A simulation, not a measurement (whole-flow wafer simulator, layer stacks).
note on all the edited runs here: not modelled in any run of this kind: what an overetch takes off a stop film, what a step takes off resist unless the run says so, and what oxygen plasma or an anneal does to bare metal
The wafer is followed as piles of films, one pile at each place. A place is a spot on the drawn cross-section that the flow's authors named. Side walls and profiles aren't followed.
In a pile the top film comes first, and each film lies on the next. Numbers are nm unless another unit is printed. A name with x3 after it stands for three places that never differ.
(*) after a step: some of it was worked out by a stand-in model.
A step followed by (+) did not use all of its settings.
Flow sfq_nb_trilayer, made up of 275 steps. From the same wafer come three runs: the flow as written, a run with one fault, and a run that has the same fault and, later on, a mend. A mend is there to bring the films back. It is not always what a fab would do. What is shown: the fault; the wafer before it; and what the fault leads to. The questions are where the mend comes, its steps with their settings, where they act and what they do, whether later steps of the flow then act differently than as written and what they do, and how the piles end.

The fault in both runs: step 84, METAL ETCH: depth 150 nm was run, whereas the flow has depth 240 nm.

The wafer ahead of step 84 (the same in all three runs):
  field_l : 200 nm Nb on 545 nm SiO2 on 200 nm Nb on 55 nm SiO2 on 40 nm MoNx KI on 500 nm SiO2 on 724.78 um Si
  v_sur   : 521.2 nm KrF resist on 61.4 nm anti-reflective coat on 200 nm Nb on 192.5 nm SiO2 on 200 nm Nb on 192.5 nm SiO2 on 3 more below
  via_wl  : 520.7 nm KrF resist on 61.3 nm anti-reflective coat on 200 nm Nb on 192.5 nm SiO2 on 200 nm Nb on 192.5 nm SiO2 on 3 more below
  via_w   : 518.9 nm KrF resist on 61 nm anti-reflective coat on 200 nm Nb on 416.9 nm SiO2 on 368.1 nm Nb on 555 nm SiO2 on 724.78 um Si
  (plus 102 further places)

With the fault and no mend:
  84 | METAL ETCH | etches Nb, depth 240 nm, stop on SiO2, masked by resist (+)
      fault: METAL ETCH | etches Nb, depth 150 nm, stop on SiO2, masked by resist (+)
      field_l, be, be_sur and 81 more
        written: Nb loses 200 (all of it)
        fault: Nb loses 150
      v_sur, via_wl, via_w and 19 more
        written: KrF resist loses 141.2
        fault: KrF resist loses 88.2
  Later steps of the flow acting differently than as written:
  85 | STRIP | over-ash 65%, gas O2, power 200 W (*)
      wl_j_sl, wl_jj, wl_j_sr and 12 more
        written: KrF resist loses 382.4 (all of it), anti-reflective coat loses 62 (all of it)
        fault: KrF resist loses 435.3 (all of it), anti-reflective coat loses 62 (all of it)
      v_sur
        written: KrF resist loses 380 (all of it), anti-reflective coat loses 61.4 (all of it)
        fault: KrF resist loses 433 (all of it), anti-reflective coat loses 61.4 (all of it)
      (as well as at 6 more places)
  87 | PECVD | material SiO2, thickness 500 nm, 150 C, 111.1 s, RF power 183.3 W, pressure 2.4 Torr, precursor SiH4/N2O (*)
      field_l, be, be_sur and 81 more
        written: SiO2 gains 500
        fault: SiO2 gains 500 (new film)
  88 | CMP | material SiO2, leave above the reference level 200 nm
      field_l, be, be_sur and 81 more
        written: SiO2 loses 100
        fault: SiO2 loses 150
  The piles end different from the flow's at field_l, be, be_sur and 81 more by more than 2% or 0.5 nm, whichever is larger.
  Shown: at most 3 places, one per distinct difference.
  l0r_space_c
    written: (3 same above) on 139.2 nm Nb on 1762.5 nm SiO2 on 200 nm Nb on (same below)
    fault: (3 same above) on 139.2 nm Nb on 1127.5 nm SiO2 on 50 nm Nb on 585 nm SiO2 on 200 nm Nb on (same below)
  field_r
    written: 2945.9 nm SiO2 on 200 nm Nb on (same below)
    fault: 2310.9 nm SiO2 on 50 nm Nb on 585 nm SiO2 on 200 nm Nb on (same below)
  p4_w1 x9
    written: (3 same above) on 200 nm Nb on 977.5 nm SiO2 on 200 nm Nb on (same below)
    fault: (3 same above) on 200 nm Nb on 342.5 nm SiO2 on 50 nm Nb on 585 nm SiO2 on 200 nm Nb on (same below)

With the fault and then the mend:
  After step 84 comes the mend.
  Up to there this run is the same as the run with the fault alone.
  84a | METAL ETCH | etches Nb, depth 90 nm, stop on SiO2, masked by resist (+) (the flow's step 84 again, with other settings)
      field_l, be, be_sur and 81 more
        Nb loses 50 (all of it)
      v_sur, via_wl, via_w and 19 more
        KrF resist loses 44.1
  Later steps of the flow acting differently than as written:
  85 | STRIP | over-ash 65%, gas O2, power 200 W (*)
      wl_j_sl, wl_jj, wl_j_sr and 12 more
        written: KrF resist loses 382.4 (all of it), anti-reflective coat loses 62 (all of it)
        mend: KrF resist loses 391.2 (all of it), anti-reflective coat loses 62 (all of it)
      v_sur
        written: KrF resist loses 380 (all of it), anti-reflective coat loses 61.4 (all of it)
        mend: KrF resist loses 388.9 (all of it), anti-reflective coat loses 61.4 (all of it)
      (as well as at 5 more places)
  At every place that both follow, the piles at the end match the flow's.
